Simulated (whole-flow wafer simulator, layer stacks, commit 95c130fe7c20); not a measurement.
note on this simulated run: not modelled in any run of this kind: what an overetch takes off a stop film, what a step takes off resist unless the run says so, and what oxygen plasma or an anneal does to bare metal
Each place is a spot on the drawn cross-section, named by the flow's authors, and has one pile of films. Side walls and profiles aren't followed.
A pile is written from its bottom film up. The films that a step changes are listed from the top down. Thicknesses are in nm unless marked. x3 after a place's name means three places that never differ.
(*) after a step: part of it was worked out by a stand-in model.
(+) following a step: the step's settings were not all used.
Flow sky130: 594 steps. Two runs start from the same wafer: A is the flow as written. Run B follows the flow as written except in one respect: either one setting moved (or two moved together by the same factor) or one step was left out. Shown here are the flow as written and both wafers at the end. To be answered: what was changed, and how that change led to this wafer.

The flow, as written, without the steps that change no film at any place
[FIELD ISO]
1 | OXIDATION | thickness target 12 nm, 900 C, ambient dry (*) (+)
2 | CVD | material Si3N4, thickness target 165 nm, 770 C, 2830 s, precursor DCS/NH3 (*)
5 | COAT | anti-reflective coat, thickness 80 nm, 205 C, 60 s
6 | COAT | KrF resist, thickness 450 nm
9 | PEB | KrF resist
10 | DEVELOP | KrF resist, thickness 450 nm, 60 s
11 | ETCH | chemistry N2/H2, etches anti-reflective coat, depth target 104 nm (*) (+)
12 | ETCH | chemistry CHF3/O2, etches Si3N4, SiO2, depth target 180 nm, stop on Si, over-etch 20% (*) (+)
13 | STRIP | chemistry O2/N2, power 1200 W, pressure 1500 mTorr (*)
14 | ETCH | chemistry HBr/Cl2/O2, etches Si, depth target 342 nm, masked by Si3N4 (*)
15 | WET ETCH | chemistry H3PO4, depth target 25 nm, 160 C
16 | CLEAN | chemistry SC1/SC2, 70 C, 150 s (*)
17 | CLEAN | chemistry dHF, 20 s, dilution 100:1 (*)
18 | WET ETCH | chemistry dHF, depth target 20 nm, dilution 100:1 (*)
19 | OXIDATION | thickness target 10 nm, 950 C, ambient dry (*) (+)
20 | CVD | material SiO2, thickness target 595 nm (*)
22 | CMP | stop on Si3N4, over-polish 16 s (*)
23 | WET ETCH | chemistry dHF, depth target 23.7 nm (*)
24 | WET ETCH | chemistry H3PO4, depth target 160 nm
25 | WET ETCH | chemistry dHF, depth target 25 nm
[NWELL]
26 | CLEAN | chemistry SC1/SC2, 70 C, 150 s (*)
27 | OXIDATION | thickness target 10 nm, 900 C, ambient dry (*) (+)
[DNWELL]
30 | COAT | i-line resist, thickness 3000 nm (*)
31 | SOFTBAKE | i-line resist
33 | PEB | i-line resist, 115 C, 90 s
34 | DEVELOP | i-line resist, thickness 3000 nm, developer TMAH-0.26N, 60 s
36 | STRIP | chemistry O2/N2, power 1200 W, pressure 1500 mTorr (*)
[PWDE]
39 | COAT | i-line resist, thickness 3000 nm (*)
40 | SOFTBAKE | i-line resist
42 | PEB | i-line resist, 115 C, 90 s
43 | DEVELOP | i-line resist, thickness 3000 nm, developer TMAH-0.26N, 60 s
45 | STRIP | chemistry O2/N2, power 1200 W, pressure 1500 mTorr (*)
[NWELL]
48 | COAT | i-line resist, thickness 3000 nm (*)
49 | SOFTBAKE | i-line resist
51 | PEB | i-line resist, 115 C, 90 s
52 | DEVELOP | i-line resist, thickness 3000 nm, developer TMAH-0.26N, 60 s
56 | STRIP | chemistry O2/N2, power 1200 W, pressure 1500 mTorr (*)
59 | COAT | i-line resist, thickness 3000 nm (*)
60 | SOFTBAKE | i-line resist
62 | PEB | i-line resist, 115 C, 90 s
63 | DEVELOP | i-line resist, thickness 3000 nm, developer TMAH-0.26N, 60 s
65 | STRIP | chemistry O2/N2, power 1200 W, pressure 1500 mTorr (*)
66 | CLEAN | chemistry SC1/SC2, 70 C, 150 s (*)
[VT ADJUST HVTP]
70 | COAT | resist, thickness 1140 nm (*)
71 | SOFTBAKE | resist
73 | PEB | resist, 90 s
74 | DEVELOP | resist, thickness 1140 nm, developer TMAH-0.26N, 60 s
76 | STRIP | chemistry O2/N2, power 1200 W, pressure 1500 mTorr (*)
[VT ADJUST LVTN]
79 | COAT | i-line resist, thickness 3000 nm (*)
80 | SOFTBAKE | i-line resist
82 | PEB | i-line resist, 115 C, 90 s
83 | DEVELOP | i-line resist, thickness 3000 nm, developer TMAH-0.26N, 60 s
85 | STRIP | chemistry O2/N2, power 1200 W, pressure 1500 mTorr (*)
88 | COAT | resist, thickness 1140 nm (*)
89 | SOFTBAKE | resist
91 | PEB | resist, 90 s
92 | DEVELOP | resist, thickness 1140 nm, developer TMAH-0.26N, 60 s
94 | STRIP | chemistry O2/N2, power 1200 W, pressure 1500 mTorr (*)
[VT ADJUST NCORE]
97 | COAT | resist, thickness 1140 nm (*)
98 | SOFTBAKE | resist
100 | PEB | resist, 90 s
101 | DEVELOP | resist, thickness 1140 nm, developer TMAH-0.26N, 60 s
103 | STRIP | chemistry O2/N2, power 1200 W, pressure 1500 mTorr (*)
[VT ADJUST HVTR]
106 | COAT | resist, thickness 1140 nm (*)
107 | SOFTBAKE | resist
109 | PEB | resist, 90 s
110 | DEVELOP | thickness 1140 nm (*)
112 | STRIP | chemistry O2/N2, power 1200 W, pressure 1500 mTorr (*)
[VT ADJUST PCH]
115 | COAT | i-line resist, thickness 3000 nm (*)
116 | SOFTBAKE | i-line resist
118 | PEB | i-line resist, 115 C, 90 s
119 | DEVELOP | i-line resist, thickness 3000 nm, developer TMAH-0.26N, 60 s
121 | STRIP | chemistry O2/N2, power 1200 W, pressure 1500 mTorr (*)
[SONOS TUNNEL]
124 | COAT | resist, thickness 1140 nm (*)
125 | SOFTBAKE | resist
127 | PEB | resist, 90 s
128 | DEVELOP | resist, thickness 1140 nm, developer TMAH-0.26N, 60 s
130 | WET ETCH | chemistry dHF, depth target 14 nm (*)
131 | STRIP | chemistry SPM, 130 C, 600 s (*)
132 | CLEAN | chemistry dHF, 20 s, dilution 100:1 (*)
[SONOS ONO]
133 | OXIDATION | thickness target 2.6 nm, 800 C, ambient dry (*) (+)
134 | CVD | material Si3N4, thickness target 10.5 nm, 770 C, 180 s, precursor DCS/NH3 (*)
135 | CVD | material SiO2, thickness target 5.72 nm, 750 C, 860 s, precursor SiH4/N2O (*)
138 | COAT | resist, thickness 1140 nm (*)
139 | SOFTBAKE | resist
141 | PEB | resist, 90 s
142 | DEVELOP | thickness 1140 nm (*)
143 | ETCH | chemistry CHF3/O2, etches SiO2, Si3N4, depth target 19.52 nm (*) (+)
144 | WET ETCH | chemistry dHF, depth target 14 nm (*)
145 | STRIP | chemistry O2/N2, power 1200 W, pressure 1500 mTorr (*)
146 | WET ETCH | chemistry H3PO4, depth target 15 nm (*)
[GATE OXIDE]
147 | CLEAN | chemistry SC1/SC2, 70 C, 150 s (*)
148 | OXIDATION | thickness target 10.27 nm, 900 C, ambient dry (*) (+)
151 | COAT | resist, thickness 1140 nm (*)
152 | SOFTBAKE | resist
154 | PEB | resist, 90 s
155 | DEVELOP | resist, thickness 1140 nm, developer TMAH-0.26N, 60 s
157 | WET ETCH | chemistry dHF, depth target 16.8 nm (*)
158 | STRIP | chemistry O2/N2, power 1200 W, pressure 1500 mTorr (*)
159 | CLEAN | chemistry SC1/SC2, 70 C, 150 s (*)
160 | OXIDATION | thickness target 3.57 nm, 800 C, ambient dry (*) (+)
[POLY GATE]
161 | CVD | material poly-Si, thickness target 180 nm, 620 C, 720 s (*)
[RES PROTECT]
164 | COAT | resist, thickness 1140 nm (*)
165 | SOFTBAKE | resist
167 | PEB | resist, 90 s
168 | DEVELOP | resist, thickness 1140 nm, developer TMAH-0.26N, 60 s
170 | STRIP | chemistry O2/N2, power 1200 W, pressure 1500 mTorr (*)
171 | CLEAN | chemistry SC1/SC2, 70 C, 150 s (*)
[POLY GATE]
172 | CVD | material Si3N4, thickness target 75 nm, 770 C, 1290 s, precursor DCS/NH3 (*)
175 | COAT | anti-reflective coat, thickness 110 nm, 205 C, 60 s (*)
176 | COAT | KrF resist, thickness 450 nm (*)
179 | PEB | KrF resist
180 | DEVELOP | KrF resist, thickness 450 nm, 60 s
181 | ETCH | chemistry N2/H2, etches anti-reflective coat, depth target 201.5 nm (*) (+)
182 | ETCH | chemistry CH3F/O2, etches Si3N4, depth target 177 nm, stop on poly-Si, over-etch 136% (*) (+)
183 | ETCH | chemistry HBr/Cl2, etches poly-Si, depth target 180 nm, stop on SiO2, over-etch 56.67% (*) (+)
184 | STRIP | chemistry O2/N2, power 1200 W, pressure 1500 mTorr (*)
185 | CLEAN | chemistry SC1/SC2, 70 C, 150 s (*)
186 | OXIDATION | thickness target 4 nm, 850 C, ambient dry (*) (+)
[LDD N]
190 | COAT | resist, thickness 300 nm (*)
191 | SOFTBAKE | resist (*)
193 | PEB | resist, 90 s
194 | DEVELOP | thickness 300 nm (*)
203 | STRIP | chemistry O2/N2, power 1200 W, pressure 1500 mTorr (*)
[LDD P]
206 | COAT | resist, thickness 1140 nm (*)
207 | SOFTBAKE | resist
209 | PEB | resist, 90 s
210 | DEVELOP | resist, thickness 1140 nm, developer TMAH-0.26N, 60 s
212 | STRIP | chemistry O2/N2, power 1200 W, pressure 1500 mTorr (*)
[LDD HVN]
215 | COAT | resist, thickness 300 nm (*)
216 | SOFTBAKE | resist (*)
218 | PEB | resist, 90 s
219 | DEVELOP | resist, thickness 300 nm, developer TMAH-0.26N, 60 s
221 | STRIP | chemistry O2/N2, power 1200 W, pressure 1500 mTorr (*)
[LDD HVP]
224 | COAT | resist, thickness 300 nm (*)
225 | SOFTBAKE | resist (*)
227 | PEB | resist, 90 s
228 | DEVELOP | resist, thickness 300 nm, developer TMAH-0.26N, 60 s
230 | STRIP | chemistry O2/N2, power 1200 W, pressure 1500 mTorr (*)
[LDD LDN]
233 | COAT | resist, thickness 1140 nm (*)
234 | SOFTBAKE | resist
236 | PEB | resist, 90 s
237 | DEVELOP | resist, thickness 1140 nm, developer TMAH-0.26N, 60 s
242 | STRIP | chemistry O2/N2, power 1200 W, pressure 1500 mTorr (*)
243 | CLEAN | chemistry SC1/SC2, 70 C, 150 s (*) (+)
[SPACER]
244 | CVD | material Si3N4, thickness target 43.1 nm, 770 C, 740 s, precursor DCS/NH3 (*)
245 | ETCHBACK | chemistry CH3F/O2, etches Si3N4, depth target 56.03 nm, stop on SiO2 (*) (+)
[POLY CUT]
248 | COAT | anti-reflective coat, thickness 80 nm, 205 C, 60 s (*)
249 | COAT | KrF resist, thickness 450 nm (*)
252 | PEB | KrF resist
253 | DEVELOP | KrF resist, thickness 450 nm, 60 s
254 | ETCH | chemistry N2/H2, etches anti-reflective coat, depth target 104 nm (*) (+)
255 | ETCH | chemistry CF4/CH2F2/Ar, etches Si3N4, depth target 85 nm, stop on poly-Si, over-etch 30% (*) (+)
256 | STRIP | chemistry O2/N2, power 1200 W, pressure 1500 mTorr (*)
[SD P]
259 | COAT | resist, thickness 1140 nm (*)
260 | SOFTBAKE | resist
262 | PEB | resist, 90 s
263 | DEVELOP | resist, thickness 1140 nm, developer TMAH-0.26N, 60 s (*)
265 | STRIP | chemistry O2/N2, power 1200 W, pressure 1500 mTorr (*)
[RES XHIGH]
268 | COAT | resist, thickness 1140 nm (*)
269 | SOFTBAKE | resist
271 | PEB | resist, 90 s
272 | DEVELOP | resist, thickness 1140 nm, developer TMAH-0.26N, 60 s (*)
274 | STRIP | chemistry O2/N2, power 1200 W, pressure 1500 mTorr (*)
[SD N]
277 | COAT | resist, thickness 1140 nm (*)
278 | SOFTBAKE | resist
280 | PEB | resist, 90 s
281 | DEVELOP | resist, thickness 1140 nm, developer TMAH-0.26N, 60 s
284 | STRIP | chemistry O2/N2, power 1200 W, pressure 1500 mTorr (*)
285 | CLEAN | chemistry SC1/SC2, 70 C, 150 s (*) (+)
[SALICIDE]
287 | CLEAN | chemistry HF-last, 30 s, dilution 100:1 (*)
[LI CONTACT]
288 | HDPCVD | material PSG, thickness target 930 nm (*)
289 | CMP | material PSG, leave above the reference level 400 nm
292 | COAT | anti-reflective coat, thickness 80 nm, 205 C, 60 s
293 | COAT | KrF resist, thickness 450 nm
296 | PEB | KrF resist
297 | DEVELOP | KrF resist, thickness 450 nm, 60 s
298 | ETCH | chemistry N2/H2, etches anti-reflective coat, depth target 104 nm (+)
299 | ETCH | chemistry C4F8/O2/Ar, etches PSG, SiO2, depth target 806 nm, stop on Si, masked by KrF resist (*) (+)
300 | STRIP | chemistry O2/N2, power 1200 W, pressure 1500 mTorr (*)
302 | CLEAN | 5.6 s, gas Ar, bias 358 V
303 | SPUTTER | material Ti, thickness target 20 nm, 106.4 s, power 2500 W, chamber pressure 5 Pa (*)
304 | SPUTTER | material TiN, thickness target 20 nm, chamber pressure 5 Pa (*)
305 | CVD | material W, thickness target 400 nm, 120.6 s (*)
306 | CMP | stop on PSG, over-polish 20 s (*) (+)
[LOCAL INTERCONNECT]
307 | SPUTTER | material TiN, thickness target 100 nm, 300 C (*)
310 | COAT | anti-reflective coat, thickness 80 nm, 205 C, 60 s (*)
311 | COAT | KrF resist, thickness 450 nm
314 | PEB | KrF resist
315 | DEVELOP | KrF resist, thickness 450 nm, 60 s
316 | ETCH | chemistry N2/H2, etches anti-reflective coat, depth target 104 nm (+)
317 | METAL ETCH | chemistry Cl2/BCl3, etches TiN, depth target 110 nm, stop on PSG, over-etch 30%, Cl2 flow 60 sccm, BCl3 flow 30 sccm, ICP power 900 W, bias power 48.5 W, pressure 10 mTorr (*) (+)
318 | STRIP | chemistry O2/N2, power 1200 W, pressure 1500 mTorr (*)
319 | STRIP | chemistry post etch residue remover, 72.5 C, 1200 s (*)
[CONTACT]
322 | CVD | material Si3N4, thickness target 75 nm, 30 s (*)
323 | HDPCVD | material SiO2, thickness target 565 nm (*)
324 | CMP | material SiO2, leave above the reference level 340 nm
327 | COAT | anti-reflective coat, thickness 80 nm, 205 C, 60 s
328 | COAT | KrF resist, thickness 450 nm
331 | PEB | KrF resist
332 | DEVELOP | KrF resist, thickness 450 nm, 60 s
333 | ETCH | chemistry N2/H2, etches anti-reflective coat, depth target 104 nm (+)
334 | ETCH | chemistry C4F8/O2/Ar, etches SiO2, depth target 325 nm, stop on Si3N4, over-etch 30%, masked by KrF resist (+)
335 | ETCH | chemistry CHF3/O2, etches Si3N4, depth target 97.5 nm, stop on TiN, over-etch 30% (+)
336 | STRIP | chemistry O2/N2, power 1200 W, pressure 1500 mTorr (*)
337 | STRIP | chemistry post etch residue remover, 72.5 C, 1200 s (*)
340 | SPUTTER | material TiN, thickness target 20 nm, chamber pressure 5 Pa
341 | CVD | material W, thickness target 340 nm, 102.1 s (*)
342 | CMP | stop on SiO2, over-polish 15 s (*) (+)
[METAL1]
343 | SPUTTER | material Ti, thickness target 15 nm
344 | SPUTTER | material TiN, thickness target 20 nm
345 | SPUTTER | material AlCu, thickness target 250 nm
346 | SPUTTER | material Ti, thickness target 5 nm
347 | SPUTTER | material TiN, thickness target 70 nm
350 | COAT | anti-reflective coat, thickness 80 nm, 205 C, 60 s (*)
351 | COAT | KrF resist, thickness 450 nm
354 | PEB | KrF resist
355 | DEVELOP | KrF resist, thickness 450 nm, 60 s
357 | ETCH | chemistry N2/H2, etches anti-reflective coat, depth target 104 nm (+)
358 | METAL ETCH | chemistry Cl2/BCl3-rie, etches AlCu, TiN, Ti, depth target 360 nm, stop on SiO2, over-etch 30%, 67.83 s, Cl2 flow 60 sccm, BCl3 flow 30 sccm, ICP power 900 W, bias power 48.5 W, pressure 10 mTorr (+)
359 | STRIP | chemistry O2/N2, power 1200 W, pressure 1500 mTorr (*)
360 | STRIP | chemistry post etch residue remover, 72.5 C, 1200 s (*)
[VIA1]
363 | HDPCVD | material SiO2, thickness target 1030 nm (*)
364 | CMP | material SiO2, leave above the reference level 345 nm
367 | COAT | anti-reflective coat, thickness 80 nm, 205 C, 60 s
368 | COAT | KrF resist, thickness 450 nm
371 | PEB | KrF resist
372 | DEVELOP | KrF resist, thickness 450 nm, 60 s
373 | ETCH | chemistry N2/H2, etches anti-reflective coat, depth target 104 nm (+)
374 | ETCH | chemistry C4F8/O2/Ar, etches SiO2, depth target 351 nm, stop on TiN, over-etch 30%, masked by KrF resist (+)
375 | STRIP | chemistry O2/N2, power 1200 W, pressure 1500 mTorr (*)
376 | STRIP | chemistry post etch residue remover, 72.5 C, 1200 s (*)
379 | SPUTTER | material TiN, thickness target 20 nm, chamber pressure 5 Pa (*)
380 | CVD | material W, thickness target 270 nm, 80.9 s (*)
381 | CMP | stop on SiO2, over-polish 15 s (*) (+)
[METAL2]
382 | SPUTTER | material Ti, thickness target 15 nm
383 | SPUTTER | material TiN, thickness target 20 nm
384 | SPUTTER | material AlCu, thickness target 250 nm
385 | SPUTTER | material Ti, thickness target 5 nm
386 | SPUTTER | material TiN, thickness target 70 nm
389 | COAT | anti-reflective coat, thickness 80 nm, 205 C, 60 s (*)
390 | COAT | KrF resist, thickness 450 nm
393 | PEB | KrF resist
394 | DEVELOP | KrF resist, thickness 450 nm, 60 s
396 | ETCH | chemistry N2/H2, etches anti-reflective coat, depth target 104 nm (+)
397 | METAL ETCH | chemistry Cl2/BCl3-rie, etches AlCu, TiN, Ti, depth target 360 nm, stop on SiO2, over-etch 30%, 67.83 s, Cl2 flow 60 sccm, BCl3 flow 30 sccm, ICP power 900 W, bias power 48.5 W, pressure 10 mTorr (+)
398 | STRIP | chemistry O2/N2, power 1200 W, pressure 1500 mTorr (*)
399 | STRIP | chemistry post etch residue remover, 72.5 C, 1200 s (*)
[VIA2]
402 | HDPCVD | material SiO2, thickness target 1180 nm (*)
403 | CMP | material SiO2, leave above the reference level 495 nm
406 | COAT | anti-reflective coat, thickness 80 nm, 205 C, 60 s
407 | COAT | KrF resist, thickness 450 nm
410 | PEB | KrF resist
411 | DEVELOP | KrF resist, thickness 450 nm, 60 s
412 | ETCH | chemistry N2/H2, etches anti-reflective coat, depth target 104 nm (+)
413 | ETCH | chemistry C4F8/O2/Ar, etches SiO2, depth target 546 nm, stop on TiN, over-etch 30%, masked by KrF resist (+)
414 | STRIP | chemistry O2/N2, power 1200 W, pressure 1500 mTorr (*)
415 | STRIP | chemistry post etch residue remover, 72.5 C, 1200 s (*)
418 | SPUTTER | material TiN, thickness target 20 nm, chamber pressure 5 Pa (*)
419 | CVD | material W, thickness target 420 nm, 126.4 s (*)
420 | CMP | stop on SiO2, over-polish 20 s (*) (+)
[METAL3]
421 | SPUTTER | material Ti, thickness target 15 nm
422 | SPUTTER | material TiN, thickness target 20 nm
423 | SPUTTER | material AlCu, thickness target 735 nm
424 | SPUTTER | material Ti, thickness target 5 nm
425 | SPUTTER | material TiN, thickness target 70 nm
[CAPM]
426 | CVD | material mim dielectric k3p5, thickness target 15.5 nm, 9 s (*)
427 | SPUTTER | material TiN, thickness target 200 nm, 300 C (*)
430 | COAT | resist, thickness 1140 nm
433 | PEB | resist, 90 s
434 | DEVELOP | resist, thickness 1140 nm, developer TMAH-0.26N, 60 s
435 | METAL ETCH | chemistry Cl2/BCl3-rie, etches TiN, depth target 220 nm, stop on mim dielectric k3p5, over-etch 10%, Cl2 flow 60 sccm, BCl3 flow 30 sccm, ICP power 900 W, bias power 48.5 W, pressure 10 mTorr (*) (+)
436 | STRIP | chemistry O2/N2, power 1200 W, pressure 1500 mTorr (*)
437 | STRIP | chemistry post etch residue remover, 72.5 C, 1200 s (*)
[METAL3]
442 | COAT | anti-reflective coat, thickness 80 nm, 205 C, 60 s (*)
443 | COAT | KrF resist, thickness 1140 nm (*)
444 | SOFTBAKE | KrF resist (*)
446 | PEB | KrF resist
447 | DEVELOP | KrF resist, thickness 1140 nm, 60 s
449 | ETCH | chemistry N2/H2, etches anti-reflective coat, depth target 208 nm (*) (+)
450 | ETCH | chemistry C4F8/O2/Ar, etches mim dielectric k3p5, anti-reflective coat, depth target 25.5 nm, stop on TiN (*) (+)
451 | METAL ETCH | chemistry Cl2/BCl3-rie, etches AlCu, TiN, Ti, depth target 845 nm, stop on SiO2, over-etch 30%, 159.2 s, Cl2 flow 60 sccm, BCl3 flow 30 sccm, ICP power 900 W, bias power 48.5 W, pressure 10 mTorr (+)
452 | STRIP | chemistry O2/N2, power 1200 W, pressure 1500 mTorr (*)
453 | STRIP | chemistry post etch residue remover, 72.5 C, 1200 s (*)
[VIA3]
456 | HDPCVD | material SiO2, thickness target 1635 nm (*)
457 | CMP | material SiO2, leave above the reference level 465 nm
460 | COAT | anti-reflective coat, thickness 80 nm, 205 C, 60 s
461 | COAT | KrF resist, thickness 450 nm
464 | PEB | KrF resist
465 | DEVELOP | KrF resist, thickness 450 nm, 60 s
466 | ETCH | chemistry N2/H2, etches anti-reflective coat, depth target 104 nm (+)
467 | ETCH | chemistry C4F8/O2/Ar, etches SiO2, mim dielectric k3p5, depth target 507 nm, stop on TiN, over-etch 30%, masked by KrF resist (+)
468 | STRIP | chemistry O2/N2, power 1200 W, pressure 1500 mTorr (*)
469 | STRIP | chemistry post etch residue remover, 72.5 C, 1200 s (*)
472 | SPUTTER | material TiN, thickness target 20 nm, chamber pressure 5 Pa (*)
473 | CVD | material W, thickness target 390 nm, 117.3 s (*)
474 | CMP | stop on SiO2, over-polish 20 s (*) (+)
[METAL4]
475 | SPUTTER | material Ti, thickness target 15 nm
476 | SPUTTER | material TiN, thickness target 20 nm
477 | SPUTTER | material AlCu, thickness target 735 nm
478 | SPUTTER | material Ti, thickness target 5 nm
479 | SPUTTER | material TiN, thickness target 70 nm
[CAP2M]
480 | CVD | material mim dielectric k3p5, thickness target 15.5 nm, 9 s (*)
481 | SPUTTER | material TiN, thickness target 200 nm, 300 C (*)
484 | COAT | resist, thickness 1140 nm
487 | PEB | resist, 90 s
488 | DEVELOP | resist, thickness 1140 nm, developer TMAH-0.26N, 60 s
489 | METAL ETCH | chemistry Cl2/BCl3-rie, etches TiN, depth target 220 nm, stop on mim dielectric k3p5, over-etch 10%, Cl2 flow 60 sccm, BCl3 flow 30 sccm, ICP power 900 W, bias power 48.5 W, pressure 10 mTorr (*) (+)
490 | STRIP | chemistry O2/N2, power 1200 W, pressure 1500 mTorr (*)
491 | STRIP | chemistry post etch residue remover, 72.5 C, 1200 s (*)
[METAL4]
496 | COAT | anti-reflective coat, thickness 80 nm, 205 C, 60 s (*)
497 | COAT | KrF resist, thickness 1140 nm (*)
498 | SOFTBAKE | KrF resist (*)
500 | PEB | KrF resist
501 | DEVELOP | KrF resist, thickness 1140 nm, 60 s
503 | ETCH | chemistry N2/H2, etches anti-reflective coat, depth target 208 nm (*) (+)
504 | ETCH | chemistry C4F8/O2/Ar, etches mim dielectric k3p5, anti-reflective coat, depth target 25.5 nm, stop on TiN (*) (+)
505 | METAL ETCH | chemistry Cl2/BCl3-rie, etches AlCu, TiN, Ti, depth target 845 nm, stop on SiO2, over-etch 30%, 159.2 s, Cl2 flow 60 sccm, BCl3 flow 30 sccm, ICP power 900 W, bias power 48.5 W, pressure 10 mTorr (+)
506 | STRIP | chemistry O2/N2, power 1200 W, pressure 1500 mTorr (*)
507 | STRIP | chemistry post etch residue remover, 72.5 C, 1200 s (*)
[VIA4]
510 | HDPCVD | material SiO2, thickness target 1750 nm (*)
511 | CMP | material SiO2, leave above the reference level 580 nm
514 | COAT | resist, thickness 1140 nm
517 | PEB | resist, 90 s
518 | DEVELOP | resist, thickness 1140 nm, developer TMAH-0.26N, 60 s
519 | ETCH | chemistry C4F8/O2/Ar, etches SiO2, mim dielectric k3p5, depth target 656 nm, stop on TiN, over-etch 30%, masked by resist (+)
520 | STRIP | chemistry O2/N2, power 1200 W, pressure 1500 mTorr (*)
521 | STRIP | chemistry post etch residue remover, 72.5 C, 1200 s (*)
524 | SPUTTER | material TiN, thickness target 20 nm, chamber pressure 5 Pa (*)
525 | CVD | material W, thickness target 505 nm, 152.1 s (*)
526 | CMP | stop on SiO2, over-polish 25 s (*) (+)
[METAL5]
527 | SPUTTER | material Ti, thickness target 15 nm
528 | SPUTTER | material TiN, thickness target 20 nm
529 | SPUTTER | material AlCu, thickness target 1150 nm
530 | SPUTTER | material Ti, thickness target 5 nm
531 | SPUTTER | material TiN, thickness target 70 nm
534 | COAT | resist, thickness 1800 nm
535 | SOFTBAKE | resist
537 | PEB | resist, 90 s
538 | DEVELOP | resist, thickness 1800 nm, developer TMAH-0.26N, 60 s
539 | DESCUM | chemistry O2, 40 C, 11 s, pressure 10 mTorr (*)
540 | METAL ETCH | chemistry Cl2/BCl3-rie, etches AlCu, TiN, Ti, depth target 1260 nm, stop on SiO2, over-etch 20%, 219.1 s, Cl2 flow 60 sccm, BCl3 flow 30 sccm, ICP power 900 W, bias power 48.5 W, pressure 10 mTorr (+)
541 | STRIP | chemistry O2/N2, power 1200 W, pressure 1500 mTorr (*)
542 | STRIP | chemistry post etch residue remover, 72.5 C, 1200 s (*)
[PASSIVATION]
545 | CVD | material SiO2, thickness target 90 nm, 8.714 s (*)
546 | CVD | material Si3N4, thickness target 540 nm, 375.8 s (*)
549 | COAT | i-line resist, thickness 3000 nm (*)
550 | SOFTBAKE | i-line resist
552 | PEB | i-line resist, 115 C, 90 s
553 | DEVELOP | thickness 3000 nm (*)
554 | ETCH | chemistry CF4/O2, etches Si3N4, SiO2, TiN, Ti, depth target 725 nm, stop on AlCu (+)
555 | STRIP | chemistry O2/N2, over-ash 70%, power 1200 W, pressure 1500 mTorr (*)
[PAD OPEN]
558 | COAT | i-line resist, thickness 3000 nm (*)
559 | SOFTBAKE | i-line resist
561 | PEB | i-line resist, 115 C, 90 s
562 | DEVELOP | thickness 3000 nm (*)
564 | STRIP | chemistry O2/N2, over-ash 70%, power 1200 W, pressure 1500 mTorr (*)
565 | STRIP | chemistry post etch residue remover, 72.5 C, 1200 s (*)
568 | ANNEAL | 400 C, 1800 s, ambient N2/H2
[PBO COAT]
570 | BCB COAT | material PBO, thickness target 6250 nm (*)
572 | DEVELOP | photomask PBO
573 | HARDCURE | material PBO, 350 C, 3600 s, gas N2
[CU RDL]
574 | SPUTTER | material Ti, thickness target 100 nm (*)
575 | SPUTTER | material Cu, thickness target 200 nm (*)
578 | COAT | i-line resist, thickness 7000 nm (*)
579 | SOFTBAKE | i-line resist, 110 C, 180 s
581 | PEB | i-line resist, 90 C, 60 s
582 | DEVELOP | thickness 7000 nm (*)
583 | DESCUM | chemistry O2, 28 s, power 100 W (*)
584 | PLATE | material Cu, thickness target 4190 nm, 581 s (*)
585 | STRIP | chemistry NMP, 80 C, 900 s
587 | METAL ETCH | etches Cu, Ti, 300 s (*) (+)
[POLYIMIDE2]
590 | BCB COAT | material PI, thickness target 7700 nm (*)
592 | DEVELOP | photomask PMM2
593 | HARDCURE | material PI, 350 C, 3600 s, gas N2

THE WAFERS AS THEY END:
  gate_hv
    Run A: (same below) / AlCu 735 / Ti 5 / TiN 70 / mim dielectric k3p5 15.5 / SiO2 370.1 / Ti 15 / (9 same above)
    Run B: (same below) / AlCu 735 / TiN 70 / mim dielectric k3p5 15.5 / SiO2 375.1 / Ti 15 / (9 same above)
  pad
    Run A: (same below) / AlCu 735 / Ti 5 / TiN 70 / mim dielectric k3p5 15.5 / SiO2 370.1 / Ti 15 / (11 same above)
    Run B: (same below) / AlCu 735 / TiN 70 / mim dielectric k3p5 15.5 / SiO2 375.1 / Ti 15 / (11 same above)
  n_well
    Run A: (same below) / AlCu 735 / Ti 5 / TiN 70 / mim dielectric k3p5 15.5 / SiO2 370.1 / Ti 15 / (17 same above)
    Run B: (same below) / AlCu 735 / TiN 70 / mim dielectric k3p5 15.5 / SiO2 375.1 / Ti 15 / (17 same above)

What caused this: step 424, SPUTTER: material Ti, thickness target 5 nm, was omitted.

How this came from the change, step by step:
  451 | METAL ETCH | chemistry Cl2/BCl3-rie, etches AlCu, TiN, Ti, depth target 845 nm, stop on SiO2, over-etch 30%, 159.2 s, Cl2 flow 60 sccm, BCl3 flow 30 sccm, ICP power 900 W, bias power 48.5 W, pressure 10 mTorr (+)
      field, active, gate and 69 more: A TiN loses 70 (all of it), Ti loses 5 (all of it), AlCu loses 735 (all of it), TiN loses 20 (all of it), Ti loses 15 (all of it), SiO2 loses 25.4 | B TiN loses 70 (all of it), AlCu loses 735 (all of it), TiN loses 20 (all of it), Ti loses 15 (all of it), SiO2 loses 25.9
      vpp_ln, vpp_iso2, ndiff_ln and 10 more: A TiN loses 70 (all of it), Ti loses 5 (all of it), AlCu loses 735 (all of it), TiN loses 20 (all of it), Ti loses 15 (all of it), SiO2 loses 25.3 | B TiN loses 70 (all of it), AlCu loses 735 (all of it), TiN loses 20 (all of it), Ti loses 15 (all of it), SiO2 loses 25.8
